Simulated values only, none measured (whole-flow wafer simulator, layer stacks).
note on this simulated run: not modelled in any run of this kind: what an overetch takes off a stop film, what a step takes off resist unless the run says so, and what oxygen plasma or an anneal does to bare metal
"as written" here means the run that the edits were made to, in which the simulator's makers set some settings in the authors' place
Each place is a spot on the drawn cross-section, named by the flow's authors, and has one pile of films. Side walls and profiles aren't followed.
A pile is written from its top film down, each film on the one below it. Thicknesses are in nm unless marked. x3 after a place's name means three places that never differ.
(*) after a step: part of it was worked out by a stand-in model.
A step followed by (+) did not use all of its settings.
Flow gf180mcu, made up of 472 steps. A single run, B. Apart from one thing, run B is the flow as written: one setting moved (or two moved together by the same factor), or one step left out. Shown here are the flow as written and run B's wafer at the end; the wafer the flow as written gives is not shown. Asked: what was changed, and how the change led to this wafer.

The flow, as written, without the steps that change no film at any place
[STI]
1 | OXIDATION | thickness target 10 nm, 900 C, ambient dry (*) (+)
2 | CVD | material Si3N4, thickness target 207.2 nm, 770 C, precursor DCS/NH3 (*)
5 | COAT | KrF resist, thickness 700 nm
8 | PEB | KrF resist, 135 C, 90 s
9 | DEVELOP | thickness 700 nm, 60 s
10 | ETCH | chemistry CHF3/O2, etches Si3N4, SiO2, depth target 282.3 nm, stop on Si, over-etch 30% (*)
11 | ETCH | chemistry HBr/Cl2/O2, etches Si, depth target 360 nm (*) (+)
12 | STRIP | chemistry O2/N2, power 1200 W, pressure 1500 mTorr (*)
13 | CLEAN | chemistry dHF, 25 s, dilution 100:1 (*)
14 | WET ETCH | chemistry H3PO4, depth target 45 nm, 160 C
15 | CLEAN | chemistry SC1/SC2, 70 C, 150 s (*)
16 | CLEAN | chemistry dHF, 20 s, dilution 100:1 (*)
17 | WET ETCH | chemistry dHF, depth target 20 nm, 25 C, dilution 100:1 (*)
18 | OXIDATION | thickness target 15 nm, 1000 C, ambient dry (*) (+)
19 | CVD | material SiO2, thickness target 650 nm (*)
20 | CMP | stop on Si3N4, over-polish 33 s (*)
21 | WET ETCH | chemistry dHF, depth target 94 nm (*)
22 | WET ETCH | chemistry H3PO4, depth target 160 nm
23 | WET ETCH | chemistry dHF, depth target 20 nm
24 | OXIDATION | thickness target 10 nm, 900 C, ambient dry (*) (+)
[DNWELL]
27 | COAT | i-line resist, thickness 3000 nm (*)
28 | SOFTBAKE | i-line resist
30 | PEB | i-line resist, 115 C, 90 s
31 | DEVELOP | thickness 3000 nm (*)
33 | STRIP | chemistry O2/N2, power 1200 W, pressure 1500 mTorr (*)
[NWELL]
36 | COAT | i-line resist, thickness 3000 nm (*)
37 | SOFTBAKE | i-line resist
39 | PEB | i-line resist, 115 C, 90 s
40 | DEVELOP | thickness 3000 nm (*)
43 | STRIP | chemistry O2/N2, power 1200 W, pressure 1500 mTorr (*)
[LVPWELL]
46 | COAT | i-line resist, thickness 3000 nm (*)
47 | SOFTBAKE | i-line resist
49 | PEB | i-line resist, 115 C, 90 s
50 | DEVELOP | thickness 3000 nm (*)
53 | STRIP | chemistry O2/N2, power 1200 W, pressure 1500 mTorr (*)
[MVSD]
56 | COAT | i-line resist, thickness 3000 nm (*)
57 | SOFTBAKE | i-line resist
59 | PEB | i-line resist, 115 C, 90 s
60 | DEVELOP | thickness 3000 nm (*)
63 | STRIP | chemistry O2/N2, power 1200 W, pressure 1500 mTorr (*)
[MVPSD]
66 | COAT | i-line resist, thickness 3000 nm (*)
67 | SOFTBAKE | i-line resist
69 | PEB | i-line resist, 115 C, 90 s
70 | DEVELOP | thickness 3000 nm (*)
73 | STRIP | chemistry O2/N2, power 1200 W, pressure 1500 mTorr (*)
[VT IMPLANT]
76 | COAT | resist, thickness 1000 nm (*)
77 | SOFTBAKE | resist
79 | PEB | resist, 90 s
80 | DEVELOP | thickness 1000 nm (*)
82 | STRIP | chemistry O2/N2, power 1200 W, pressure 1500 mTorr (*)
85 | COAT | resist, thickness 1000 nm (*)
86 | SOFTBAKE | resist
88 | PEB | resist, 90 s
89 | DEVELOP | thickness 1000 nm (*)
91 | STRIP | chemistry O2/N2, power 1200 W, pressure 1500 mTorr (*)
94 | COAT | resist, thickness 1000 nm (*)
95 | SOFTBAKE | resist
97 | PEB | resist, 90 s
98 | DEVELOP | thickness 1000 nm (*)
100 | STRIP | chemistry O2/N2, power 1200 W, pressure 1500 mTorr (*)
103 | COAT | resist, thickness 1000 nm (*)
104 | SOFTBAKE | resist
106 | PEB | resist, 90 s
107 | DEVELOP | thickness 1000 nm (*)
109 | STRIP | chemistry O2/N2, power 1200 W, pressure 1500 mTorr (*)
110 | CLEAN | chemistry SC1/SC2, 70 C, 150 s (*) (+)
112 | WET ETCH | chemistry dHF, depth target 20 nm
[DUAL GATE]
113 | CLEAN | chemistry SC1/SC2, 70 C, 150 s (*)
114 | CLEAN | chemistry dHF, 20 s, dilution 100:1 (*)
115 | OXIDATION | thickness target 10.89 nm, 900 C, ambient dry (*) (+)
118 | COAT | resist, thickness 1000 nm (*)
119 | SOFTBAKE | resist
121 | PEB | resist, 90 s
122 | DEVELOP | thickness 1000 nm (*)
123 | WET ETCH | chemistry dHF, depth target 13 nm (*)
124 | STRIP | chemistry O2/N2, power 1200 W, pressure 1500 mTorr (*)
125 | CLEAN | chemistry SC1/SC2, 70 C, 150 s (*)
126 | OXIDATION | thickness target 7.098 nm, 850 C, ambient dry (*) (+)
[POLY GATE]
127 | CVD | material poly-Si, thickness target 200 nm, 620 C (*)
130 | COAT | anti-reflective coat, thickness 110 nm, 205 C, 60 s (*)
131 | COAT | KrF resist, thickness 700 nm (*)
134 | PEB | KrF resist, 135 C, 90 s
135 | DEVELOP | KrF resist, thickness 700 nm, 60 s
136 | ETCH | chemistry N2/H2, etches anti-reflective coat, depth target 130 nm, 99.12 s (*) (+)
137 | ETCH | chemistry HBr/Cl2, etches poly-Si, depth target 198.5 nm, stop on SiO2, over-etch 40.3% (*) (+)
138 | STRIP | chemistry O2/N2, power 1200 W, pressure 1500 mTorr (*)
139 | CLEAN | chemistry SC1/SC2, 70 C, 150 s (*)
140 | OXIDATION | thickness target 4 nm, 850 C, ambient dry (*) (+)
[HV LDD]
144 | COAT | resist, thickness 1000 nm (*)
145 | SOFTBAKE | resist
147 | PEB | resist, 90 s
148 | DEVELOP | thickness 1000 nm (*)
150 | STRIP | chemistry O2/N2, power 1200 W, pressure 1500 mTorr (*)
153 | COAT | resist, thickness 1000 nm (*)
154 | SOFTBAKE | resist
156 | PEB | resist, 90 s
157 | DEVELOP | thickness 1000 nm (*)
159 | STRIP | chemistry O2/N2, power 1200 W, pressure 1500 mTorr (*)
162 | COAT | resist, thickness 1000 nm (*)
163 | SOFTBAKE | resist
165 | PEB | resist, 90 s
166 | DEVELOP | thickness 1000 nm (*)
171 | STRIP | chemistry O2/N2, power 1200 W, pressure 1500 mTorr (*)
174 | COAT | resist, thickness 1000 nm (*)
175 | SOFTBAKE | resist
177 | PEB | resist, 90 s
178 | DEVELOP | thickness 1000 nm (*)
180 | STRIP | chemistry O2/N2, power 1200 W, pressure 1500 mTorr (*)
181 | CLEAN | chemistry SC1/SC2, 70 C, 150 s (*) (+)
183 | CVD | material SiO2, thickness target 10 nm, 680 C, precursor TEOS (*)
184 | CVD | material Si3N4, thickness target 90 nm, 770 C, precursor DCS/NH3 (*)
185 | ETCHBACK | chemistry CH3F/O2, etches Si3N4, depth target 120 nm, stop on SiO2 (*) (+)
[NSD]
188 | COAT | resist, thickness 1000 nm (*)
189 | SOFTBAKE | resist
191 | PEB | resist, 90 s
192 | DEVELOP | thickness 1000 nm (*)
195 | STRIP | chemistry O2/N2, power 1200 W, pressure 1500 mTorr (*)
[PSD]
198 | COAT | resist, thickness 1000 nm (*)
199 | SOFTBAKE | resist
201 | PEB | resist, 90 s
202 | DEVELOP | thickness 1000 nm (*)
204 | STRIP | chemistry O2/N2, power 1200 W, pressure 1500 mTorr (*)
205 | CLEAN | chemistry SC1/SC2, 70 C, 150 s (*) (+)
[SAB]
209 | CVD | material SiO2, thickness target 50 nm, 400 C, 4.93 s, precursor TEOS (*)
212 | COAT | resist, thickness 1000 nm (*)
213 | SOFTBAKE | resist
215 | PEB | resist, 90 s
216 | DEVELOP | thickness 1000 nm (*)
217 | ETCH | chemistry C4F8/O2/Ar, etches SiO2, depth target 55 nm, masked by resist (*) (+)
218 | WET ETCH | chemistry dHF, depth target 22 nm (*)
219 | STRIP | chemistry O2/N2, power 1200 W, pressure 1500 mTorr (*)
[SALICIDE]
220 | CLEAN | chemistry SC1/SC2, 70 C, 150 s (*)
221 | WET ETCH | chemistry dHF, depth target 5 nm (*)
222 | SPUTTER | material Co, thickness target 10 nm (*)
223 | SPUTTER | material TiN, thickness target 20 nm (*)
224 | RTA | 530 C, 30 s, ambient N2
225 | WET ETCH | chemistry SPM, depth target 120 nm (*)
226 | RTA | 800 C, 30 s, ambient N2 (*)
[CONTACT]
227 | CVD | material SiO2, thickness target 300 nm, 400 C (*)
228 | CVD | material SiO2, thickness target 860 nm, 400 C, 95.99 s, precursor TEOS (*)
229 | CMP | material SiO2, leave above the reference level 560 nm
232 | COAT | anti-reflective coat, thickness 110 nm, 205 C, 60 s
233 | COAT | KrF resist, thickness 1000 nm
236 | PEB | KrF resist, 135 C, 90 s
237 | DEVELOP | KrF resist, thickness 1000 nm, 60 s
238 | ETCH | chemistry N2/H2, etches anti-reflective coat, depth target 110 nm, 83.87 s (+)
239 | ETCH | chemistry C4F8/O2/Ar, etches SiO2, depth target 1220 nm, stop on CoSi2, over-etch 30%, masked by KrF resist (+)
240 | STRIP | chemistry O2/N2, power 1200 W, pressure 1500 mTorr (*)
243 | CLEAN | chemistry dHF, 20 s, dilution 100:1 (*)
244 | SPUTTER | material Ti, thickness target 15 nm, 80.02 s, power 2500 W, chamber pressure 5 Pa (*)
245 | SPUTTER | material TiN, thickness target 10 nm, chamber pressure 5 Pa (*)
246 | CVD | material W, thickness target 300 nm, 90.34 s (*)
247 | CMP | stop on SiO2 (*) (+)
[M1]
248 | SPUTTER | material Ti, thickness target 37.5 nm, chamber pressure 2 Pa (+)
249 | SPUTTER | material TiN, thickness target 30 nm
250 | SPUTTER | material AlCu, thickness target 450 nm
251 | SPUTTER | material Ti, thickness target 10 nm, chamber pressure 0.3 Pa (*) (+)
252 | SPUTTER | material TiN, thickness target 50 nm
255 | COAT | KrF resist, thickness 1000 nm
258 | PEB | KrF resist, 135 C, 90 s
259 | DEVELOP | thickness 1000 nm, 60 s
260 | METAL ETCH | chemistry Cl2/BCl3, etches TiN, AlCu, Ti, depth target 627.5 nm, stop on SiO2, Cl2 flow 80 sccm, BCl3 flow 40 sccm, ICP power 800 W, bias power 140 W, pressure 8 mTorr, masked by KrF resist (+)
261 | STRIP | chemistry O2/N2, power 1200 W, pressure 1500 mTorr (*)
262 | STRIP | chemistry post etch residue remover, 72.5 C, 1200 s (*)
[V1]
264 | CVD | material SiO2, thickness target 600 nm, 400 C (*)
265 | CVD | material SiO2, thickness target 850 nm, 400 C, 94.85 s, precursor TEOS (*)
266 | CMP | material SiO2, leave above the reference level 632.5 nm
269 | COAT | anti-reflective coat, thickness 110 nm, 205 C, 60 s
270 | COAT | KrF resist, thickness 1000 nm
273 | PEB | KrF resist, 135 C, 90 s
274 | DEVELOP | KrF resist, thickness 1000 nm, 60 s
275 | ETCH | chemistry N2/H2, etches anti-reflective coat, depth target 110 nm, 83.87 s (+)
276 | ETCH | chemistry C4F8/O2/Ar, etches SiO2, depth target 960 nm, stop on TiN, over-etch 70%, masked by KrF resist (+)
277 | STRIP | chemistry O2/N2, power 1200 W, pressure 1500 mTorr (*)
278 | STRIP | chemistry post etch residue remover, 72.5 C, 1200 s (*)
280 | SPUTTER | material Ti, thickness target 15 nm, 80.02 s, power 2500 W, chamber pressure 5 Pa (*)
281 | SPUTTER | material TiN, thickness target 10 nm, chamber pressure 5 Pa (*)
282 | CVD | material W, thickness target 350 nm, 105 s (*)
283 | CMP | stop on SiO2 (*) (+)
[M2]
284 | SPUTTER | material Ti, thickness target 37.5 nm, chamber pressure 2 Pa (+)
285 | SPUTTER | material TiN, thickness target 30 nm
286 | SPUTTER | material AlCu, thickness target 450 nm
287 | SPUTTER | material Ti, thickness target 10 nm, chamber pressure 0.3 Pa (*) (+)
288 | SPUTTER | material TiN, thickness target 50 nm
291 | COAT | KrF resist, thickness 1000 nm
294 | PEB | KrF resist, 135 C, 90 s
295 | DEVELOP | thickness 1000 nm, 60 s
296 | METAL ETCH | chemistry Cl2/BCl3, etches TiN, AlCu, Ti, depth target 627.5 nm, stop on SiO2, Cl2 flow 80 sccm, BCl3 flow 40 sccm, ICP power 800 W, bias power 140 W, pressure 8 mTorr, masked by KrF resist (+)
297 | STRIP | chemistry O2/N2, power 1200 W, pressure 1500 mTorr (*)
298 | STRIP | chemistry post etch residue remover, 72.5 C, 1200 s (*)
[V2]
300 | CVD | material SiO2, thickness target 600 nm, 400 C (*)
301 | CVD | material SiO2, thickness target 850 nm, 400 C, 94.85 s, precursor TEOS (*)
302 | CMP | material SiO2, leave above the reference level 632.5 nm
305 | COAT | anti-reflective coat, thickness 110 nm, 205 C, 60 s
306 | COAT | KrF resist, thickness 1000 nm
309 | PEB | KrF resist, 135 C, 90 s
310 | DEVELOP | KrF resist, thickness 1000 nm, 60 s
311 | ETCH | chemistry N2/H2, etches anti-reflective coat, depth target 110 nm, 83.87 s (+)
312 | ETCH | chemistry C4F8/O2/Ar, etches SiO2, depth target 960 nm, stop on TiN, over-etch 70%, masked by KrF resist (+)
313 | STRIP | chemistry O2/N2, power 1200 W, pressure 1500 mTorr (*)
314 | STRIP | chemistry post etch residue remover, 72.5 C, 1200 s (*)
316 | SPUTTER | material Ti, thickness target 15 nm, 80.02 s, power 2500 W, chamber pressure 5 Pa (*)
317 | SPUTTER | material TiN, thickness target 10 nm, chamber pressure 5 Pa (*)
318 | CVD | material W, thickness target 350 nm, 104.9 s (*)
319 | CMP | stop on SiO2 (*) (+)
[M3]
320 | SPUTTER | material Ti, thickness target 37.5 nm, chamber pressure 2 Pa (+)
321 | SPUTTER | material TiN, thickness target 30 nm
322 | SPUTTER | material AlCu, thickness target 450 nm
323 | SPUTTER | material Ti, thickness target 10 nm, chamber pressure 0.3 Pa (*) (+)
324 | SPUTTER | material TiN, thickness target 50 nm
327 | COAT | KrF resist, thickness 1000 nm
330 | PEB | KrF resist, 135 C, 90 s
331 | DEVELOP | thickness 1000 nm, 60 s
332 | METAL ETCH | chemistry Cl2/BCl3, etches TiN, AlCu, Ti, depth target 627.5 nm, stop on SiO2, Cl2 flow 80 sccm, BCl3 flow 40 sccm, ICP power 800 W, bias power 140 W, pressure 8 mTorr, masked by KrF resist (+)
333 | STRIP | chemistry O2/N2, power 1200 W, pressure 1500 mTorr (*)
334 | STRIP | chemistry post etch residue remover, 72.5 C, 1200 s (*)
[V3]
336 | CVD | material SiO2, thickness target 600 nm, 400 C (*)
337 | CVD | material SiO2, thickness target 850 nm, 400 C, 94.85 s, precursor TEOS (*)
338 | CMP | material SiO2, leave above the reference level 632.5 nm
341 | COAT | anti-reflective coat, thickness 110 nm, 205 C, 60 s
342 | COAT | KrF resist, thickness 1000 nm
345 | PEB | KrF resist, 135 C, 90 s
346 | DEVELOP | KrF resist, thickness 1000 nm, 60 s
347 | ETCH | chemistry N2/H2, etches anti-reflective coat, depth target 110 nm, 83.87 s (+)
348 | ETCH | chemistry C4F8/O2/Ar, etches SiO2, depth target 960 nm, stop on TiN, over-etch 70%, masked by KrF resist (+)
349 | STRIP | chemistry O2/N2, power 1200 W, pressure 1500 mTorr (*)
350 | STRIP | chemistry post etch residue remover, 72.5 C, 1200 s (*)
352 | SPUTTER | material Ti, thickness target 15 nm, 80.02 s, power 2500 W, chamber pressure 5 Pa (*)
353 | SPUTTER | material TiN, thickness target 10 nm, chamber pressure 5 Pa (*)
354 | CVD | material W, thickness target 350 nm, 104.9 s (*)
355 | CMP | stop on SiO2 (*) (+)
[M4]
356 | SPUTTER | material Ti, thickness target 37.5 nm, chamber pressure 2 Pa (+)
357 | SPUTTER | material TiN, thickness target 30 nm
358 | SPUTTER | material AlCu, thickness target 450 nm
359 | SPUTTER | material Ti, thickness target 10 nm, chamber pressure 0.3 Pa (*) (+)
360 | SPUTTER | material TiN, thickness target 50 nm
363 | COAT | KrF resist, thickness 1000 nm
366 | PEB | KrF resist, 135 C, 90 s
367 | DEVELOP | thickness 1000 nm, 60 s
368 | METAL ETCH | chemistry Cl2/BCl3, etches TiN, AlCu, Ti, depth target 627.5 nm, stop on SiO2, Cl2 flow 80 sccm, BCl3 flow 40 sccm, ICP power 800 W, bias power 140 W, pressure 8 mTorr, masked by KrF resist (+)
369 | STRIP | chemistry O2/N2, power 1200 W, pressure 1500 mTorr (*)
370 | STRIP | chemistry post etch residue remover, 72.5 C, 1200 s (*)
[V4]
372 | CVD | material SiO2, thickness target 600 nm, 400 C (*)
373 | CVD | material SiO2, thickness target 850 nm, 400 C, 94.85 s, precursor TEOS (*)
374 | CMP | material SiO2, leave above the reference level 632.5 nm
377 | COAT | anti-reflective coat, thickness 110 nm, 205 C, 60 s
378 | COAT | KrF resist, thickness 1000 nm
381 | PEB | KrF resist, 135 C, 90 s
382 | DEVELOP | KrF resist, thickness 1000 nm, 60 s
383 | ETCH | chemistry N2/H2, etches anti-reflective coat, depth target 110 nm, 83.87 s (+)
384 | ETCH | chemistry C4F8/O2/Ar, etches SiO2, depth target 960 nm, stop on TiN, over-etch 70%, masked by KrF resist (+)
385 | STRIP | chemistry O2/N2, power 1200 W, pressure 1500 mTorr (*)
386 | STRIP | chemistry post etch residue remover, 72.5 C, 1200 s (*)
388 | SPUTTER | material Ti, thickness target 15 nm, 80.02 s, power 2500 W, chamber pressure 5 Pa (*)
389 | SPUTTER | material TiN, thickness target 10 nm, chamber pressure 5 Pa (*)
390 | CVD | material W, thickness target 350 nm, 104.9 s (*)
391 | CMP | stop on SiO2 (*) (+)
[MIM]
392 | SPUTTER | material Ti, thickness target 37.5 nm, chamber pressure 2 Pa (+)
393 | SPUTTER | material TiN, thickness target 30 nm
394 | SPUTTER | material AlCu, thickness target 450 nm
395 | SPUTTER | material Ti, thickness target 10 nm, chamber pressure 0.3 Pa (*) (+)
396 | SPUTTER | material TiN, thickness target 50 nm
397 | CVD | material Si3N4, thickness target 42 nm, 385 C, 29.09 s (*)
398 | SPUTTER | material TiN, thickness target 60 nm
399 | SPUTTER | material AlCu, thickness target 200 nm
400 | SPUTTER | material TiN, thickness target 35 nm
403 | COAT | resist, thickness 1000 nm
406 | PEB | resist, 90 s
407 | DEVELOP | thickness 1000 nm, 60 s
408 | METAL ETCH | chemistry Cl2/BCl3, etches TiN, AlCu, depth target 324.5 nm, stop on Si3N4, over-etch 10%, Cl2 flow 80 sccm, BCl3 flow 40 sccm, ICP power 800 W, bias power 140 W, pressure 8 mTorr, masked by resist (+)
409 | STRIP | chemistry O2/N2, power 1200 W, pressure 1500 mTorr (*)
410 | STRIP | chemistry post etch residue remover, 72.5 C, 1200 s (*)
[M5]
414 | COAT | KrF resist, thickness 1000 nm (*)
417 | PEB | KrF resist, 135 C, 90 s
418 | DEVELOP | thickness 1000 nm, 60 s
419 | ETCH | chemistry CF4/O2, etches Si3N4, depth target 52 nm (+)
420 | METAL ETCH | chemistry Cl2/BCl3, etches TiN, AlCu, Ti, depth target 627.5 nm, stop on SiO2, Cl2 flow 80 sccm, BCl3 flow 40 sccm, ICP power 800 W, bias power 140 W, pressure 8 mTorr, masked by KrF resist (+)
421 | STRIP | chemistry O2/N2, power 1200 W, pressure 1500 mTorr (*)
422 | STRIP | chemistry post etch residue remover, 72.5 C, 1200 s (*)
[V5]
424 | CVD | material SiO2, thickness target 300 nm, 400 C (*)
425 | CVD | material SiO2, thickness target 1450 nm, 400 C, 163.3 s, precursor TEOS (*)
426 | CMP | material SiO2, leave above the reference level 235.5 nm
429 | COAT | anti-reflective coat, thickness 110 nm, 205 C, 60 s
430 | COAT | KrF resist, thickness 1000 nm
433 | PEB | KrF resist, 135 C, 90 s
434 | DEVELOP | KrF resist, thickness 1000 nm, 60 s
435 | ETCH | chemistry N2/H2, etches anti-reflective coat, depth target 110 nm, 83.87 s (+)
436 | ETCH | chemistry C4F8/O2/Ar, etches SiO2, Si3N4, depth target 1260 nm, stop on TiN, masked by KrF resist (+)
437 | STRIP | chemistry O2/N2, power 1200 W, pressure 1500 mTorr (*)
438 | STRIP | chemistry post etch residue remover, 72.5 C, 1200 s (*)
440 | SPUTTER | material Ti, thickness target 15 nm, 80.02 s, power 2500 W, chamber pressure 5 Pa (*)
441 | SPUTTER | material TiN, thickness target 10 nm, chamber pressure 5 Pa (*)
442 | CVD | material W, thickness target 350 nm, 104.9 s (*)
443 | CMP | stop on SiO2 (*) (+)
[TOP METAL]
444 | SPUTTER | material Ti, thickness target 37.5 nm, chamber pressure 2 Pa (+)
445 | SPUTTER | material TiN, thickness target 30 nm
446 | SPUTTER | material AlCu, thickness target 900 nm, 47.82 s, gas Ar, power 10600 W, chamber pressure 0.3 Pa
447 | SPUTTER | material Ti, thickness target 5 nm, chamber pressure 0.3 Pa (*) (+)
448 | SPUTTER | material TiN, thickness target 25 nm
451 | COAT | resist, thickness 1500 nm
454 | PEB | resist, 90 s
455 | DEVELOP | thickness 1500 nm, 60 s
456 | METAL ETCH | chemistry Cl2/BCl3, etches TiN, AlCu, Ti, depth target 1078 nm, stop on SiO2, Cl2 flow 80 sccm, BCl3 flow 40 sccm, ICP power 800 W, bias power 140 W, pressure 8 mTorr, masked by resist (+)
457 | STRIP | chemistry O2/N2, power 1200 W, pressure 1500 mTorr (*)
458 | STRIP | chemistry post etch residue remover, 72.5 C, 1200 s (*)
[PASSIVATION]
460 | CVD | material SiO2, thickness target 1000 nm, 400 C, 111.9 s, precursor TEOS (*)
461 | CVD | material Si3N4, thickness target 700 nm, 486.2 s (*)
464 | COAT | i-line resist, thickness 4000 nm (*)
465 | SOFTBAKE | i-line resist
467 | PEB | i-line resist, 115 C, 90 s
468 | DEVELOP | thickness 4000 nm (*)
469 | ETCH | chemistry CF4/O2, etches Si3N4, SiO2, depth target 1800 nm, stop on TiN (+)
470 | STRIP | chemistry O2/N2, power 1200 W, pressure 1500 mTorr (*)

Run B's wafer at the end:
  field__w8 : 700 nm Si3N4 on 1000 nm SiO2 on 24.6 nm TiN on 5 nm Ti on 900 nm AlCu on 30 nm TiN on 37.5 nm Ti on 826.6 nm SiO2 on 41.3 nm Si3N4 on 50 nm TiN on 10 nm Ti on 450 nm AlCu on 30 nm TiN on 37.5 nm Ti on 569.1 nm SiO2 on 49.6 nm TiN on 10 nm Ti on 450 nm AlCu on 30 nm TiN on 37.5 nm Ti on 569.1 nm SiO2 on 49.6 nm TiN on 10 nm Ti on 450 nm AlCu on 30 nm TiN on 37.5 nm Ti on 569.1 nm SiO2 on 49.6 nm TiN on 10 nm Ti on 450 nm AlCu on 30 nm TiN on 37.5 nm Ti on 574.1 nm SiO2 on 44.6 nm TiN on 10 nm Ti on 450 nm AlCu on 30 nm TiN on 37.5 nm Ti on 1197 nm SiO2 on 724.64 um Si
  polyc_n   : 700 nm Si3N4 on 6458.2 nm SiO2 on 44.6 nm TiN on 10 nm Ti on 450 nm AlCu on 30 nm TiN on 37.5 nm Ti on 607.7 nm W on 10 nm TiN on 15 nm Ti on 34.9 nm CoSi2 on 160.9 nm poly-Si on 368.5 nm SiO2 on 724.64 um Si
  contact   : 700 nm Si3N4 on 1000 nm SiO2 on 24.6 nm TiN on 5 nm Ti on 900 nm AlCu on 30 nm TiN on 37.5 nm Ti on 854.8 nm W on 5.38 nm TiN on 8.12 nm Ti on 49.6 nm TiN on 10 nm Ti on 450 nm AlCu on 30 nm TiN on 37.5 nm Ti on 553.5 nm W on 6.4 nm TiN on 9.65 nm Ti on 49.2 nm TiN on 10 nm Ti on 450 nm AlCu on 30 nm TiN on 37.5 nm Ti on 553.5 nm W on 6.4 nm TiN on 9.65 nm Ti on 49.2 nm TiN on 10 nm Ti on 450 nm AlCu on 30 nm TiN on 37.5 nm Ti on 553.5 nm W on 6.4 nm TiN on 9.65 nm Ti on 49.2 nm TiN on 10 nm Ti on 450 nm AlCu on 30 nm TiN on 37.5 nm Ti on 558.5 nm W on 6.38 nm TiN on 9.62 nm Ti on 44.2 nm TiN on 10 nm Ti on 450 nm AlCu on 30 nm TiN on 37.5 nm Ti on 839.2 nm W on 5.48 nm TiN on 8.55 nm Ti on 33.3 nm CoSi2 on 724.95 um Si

What caused this: step 252, SPUTTER: thickness target 45 nm was run, though the flow has thickness target 50 nm.

Step by step, how the change led to this:
  252 | SPUTTER | material TiN, thickness target 50 nm
      field, field__w1, field__w2 and 108 more: TiN gains 45 (new film) (as written it would have been: TiN gains 50 (new film))
  260 | METAL ETCH | chemistry Cl2/BCl3, etches TiN, AlCu, Ti, depth target 627.5 nm, stop on SiO2, Cl2 flow 80 sccm, BCl3 flow 40 sccm, ICP power 800 W, bias power 140 W, pressure 8 mTorr, masked by KrF resist (+)
      field, field__w1, field__w2 and 99 more: TiN loses 45 (all of it), Ti loses 10 (all of it), AlCu loses 450 (all of it), TiN loses 30 (all of it), Ti loses 37.5 (all of it) (as written it would have been: TiN loses 50 (all of it), Ti loses 10 (all of it), AlCu loses 450 (all of it), TiN loses 30 (all of it), Ti loses 37.5 (all of it))
